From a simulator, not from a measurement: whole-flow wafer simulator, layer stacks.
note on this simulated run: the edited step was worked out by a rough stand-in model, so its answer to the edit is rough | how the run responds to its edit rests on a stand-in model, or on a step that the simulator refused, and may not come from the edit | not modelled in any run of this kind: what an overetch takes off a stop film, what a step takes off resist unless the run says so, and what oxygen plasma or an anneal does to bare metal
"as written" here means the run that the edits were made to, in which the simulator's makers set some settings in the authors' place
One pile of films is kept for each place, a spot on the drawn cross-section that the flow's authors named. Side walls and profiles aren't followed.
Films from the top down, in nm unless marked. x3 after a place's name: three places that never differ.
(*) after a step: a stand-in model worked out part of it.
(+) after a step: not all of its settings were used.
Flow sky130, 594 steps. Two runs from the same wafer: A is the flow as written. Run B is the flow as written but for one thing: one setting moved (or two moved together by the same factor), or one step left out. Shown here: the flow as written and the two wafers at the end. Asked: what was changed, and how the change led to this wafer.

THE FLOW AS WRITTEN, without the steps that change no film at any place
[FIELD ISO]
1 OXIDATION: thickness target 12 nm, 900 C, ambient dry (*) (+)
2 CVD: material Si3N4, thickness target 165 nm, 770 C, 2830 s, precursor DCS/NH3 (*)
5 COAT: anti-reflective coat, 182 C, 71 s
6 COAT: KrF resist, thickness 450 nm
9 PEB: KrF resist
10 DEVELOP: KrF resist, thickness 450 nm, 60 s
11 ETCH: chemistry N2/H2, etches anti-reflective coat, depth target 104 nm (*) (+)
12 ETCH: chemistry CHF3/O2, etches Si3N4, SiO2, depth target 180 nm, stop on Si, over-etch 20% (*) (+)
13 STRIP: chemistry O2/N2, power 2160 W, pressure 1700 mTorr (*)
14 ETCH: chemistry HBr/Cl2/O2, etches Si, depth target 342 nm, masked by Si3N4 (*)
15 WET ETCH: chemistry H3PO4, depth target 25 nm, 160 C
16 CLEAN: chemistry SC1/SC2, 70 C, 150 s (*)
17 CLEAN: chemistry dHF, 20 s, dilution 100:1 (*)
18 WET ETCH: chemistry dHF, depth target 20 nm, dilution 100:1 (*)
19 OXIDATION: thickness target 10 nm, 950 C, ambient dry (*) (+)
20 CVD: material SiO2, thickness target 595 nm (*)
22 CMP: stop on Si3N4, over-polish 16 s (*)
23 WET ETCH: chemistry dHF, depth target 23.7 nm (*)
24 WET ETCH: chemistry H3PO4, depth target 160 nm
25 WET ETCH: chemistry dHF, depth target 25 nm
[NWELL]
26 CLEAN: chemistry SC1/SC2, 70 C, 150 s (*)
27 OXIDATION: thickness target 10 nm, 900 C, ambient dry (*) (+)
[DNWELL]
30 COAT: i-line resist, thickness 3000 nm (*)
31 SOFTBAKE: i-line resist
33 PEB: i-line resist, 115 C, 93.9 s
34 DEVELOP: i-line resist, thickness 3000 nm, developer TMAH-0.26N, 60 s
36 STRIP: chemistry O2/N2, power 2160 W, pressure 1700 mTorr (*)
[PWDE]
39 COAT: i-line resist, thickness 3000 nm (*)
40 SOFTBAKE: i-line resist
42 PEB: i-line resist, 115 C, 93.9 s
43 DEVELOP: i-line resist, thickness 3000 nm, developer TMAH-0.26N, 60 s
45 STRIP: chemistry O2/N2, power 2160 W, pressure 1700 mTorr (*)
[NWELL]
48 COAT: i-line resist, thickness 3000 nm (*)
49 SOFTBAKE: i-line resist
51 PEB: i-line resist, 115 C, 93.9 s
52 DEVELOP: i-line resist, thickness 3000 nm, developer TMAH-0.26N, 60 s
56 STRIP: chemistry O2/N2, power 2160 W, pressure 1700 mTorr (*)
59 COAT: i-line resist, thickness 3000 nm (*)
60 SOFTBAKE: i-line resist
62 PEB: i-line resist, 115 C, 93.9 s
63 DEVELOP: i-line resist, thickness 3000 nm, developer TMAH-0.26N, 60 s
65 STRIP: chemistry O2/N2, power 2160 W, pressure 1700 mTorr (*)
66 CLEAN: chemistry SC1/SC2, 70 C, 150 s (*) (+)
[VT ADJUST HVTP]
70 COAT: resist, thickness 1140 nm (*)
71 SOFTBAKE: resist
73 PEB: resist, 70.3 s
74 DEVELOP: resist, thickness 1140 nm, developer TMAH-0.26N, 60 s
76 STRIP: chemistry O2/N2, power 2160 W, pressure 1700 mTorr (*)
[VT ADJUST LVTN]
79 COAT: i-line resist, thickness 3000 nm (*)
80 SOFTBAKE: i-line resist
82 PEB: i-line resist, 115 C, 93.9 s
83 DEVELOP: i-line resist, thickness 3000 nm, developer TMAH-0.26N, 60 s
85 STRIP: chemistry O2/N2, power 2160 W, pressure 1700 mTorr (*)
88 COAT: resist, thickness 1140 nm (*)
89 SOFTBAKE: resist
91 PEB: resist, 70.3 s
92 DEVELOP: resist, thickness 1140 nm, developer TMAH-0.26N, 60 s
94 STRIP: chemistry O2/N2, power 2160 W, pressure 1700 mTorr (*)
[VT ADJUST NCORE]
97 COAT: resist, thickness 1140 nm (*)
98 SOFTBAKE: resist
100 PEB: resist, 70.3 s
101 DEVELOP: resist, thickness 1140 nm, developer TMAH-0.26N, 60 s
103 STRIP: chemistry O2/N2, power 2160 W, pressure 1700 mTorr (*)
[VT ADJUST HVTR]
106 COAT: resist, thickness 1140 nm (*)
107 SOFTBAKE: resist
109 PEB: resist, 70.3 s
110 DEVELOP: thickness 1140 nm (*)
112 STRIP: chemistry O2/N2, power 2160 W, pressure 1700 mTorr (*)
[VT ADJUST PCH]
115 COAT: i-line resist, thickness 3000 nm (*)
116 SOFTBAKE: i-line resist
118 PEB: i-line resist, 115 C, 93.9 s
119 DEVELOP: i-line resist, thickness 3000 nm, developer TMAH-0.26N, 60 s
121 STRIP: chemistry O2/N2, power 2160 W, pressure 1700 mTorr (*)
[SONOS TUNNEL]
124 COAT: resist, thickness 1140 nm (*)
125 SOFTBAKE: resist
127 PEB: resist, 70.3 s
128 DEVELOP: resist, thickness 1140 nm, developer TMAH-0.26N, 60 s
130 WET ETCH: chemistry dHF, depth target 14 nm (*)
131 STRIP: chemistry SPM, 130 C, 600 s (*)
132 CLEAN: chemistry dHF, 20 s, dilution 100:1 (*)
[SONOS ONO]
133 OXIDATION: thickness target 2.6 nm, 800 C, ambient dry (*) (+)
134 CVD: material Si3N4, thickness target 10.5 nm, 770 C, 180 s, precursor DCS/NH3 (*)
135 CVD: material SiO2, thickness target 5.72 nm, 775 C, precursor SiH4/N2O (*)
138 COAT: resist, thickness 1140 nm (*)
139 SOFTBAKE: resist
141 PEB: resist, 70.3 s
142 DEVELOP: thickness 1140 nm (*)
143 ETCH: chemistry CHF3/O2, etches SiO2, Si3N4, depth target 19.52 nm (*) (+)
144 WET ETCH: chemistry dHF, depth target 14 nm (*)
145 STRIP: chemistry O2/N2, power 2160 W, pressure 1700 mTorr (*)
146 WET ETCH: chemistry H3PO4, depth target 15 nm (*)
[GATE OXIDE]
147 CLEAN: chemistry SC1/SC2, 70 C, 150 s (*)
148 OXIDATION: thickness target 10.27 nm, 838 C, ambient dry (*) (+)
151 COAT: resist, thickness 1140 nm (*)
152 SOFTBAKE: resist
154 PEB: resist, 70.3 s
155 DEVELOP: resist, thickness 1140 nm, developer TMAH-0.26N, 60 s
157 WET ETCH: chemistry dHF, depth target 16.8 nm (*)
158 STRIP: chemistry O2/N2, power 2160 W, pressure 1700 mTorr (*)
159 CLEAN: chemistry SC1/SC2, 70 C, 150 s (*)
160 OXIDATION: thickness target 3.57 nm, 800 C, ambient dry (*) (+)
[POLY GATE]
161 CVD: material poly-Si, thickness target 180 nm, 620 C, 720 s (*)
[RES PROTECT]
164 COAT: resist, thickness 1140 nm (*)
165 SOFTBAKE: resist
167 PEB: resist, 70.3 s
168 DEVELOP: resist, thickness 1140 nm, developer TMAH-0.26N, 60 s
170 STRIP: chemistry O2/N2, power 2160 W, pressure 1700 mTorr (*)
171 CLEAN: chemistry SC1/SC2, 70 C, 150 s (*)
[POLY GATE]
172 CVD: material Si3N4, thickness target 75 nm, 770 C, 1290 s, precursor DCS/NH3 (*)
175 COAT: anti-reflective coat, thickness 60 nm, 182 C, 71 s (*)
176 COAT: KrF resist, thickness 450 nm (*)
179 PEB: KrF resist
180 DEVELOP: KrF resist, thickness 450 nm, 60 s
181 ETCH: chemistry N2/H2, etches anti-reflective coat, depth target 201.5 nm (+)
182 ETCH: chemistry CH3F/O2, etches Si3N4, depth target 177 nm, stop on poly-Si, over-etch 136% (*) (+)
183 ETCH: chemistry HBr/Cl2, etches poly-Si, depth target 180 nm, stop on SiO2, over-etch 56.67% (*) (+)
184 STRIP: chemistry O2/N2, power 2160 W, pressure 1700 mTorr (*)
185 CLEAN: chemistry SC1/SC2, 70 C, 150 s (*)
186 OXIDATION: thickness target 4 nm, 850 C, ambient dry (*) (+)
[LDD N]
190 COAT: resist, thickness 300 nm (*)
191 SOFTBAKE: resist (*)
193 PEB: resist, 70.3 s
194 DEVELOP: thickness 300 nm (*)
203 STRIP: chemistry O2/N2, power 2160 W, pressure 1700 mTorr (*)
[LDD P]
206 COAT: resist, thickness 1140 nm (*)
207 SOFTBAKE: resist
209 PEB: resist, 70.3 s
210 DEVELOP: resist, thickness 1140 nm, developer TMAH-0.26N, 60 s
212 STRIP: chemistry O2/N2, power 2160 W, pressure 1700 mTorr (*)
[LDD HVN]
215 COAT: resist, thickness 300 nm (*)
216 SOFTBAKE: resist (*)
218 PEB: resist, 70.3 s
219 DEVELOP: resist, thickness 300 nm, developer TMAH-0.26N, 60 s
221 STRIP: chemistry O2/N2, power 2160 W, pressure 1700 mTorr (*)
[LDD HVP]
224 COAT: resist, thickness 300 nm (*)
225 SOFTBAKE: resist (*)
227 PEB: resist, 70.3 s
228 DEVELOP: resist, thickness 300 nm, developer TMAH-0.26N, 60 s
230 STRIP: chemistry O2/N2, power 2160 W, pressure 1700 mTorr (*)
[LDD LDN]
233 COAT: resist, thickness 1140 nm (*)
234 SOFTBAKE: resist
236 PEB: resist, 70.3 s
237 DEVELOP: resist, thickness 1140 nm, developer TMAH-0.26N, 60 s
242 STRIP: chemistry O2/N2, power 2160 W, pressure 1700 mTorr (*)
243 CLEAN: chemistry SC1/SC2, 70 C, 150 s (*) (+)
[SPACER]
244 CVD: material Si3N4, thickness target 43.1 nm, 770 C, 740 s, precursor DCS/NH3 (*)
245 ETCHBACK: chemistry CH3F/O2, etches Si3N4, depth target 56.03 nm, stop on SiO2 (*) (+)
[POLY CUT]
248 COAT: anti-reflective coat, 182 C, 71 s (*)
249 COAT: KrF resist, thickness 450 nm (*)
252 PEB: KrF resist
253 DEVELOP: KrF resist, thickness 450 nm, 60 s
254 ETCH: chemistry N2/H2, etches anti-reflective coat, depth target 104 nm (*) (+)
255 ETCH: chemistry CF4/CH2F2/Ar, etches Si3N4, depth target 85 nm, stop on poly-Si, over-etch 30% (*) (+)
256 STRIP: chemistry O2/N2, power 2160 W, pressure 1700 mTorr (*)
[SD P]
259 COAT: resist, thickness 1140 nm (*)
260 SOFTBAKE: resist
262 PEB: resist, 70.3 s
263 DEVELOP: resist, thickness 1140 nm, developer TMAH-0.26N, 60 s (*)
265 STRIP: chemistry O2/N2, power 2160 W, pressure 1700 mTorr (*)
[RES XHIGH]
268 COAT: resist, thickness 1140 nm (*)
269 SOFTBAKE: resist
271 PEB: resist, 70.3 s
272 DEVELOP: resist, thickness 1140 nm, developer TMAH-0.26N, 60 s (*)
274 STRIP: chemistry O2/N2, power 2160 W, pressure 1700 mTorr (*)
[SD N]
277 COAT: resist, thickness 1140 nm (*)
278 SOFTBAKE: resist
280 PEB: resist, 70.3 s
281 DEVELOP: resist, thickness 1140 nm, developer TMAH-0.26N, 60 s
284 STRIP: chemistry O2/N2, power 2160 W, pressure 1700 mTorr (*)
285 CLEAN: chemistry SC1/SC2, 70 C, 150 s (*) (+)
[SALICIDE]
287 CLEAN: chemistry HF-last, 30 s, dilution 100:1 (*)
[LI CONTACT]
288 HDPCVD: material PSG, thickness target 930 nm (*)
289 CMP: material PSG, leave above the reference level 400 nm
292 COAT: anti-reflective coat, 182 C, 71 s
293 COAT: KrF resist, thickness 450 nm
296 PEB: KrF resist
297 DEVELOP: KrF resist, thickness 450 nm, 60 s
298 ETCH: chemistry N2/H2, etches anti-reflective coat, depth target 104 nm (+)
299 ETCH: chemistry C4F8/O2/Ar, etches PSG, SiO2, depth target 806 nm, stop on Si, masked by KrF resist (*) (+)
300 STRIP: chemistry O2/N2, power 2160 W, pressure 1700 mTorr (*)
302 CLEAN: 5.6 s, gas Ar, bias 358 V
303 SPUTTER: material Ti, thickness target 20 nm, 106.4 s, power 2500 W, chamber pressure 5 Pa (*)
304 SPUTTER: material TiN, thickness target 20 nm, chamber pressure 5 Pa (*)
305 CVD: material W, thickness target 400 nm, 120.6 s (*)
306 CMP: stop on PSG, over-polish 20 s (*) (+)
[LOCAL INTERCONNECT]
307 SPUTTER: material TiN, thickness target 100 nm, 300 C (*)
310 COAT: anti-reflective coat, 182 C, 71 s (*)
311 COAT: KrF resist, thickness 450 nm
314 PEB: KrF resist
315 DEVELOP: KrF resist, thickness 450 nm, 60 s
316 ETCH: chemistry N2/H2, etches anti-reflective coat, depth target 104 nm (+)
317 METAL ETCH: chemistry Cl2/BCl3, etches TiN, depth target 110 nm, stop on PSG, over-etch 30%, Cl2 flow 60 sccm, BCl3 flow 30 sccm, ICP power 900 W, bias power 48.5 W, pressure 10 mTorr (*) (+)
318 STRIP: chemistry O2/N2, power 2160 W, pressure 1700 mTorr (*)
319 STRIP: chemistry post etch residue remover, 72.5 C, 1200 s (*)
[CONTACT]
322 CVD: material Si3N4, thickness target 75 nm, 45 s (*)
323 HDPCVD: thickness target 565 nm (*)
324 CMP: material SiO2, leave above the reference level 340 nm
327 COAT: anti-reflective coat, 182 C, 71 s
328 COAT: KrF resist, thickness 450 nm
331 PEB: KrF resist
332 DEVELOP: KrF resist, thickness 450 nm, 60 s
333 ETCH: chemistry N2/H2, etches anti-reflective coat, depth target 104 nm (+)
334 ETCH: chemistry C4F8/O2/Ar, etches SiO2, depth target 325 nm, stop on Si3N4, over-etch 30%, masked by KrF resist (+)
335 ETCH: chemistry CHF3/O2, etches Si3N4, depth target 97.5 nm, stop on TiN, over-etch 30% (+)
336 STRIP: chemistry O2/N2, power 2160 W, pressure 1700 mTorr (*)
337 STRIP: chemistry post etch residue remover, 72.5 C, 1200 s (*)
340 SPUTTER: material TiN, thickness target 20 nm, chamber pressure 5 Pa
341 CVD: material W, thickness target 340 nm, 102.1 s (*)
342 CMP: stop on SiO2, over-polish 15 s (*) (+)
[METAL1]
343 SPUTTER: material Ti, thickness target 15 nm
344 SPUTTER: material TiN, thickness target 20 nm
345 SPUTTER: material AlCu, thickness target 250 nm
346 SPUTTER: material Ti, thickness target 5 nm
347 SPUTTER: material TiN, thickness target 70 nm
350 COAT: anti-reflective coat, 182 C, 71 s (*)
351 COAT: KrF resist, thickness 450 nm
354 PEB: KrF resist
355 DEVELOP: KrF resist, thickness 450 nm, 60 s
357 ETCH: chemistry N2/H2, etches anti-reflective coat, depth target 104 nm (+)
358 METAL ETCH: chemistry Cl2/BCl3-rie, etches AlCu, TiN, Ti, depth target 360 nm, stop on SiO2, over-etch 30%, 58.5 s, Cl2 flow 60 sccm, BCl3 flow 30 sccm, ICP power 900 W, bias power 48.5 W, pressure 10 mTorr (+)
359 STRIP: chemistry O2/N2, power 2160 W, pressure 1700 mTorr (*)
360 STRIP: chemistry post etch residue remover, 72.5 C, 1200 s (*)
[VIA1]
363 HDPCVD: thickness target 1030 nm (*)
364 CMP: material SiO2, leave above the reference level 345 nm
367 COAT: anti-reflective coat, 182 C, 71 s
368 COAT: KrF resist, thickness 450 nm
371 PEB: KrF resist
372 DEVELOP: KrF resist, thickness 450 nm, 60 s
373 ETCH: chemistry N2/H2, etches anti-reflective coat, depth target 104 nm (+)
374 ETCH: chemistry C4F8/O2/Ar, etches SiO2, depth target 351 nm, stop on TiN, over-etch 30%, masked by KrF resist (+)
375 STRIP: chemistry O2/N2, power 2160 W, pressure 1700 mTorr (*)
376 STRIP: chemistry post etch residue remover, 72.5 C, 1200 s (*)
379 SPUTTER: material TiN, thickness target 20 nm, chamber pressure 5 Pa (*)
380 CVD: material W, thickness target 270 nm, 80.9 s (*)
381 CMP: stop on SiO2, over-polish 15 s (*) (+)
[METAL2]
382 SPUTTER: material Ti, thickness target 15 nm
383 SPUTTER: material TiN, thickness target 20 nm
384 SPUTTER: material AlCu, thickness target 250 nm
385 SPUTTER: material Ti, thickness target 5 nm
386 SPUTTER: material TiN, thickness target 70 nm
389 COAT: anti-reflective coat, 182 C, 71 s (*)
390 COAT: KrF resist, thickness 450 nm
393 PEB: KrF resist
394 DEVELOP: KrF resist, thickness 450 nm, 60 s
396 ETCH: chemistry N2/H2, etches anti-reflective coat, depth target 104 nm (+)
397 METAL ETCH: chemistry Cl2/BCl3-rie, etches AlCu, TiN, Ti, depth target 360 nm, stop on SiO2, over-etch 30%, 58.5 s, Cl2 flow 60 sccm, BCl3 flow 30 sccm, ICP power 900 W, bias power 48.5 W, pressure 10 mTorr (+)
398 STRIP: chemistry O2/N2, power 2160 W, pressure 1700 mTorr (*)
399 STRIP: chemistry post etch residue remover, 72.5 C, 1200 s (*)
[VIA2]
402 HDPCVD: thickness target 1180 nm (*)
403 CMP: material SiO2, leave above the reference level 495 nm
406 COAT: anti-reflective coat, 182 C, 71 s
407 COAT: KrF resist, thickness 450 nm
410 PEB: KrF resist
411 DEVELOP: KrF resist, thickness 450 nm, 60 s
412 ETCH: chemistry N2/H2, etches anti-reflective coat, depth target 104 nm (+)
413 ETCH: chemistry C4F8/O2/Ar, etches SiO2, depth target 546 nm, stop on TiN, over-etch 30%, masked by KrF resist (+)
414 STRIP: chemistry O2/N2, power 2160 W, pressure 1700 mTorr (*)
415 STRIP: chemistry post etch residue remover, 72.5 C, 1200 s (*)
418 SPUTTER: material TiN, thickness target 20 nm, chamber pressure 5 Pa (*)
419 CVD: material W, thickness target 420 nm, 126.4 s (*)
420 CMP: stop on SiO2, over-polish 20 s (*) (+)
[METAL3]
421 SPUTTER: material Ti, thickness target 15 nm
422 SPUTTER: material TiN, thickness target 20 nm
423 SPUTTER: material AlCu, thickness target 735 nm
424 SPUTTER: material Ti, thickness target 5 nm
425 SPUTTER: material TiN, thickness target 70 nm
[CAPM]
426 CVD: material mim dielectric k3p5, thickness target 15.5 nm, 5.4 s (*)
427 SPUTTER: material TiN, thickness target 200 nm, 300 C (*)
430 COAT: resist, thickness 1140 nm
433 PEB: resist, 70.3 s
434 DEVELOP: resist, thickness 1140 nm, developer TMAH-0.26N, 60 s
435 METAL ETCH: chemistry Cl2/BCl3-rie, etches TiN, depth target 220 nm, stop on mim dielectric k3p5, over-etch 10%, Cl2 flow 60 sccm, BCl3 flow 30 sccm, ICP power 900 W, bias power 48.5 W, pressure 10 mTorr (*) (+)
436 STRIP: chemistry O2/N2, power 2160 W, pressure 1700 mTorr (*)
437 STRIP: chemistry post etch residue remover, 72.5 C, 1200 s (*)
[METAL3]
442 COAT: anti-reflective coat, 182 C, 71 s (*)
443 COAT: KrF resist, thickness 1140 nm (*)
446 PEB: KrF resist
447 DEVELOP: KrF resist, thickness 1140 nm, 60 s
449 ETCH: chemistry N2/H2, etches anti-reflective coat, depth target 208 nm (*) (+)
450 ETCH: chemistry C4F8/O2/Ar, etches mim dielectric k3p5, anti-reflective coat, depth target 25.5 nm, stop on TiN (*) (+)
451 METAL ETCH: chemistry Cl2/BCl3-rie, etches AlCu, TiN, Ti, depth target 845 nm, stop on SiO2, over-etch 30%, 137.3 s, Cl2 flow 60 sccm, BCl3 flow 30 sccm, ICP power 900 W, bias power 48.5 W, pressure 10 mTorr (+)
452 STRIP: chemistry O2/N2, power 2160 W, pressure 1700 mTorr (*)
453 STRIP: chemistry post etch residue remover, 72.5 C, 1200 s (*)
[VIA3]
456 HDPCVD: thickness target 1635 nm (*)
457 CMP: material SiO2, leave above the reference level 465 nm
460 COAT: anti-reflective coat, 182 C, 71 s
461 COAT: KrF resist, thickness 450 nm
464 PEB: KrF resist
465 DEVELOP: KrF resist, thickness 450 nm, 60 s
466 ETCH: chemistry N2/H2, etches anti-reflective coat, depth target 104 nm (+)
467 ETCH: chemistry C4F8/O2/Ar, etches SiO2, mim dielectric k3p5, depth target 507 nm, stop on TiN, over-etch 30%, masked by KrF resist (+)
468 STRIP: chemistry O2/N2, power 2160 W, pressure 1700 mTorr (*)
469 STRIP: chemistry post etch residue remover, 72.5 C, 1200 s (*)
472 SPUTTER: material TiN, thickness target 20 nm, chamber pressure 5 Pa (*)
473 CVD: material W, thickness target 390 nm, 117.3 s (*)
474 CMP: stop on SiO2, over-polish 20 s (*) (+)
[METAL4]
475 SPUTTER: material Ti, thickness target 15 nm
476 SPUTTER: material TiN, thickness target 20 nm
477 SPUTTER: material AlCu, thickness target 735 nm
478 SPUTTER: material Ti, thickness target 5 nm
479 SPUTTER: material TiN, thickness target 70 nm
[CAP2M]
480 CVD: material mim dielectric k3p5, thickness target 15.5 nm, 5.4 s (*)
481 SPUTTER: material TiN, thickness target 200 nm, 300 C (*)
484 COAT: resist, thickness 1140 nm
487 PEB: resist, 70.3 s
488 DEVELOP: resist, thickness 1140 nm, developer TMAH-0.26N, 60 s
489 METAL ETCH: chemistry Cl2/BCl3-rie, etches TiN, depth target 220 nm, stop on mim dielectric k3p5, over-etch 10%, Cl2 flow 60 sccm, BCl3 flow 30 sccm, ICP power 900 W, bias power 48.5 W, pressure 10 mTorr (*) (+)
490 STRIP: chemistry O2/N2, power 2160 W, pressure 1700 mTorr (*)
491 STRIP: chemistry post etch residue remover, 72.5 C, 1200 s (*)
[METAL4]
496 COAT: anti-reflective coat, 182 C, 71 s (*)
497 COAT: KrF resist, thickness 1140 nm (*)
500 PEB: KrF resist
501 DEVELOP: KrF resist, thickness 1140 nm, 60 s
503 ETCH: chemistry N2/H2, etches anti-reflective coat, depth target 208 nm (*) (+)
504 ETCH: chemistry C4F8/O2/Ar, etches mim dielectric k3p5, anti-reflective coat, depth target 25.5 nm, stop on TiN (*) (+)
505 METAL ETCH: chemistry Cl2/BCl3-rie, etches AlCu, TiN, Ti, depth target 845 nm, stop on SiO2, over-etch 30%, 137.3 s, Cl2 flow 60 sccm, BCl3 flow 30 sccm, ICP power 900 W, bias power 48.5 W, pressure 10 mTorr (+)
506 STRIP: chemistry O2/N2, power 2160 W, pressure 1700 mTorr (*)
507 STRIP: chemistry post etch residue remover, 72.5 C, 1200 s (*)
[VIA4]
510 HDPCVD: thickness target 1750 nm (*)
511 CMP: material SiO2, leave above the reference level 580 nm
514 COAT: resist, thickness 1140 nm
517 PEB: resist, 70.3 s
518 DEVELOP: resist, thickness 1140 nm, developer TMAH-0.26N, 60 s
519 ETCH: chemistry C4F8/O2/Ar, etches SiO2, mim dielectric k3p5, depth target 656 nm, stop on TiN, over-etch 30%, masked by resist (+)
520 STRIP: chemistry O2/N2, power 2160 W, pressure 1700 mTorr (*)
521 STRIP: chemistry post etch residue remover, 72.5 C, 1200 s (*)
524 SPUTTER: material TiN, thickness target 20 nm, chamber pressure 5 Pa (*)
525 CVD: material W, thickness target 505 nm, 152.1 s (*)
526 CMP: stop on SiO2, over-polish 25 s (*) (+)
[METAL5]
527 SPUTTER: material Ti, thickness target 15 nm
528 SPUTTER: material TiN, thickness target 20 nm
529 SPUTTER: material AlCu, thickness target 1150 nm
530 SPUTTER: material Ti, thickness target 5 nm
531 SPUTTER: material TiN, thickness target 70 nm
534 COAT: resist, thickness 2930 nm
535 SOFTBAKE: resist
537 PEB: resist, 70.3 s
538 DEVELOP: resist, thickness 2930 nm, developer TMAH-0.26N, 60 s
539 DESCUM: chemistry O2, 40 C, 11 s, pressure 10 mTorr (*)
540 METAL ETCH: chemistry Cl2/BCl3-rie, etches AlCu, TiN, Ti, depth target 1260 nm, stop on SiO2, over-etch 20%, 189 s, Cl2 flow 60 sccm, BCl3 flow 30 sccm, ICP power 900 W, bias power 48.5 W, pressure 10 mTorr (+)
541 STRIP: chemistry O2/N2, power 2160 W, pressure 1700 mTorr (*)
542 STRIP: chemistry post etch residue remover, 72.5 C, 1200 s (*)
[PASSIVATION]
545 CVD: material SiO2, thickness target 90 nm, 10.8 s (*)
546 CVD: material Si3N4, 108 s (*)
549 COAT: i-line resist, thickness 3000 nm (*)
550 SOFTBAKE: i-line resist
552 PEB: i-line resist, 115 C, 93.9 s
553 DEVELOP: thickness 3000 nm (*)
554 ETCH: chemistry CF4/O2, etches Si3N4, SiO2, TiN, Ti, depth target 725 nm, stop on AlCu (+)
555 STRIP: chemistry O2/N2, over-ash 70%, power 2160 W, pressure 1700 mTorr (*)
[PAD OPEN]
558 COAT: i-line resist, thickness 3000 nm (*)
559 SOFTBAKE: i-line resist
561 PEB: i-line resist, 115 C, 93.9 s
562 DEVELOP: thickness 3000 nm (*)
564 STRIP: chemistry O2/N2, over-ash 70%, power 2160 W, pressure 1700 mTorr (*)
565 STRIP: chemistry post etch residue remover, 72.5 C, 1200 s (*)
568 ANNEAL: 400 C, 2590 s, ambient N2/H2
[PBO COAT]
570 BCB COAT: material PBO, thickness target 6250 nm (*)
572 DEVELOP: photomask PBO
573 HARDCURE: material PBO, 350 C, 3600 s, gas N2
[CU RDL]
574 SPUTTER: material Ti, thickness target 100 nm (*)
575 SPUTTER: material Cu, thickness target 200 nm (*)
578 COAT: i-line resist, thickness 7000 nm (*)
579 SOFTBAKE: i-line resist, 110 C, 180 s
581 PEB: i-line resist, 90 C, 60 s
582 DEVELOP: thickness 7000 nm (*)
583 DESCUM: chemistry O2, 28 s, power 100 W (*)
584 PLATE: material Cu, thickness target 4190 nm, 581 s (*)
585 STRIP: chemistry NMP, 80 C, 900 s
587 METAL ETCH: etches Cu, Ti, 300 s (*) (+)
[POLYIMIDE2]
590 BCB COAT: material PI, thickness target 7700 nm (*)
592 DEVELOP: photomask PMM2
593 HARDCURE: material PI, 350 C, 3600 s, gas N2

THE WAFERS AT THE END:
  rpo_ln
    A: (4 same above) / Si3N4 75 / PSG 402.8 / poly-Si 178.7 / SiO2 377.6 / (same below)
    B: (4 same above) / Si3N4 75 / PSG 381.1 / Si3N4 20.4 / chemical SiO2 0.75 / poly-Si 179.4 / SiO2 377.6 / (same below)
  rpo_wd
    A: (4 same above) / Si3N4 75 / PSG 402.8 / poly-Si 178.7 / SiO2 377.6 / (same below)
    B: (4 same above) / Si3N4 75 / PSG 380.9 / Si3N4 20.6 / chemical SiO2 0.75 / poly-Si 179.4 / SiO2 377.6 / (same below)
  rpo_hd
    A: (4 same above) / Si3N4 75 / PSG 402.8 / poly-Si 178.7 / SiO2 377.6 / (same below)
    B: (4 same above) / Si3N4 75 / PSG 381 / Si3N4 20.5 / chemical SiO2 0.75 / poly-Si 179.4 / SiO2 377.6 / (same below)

The cause: step 255, ETCH: depth target 40.4 nm was run, where the flow has depth target 85 nm.

How the change led to this, step by step:
  255 ETCH: chemistry CF4/CH2F2/Ar, etches Si3N4, depth target 85 nm, stop on poly-Si, over-etch 30% (*) (+)
      rpo_wd, rxpo_wd: A Si3N4 -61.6 (all of it), chemical SiO2 -0.75 (all of it) | B Si3N4 -40.4
      poly_licon: A Si3N4 -61.9 (all of it), chemical SiO2 -0.76 (all of it) | B Si3N4 -40.4
      (and at 187 more places)
  256 STRIP: chemistry O2/N2, power 2160 W, pressure 1700 mTorr (*)
      poly_licon, rpo_ln, rpo_wd, rpo_hd, rpo_hd_licon, rxpo_ln, rxpo_wd: A chemical SiO2 +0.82 (new film), poly-Si -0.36 | B nothing
      dice_street, dep_dnw_sti, iso_dnw_wall, grade_field_poly, de16_nwb_sti: A KrF resist -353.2 (all of it), anti-reflective coat -80 (all of it) | B KrF resist -373.7 (all of it), anti-reflective coat -80 (all of it)
      (and at 178 more places)
  260 SOFTBAKE: resist
      mim: A resist +10.8 | B resist +12.2
      npn11_xb: A resist +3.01 | B resist +3.65
      (and at 11 more places)
  269 SOFTBAKE: resist
      mim: A resist +10.8 | B resist +12.2
      npn11_xb: A resist +3.01 | B resist +3.65
      (and at 11 more places)
  278 SOFTBAKE: resist
      mim: A resist +10.8 | B resist +12.2
      nw_fld__w1: A resist +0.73 | B resist +1.37
      (and at 12 more places)
  287 CLEAN: chemistry HF-last, 30 s, dilution 100:1 (*)
      rpo_ln, rpo_wd, rpo_hd, rpo_hd_licon, rxpo_ln, rxpo_wd: A chemical SiO2 -0.77 (all of it) | B Si3N4 -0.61
      poly_licon: A chemical SiO2 -0.76 (all of it) | B Si3N4 -0.61
  289 CMP: material PSG, leave above the reference level 400 nm
      rpo_wd, rpo_hd, rxpo_wd: A PSG -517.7 | B PSG -539.6
      poly_licon, rpo_hd_licon: A PSG -517.7 | B PSG -539.9
      (and at 2 more places)
  299 ETCH: chemistry C4F8/O2/Ar, etches PSG, SiO2, depth target 806 nm, stop on Si, masked by KrF resist (*) (+)
      poly_licon: A PSG -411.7 (all of it) | B PSG -389.5 (all of it), Si3N4 -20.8 (all of it), chemical SiO2 -0.76 (all of it)
      rpo_hd_licon: A PSG -411.7 (all of it) | B PSG -389.5 (all of it), Si3N4 -20.8 (all of it), chemical SiO2 -0.75 (all of it)
  306 CMP: stop on PSG, over-polish 20 s (*) (+)
      poly_licon: A W -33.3 | B W -34
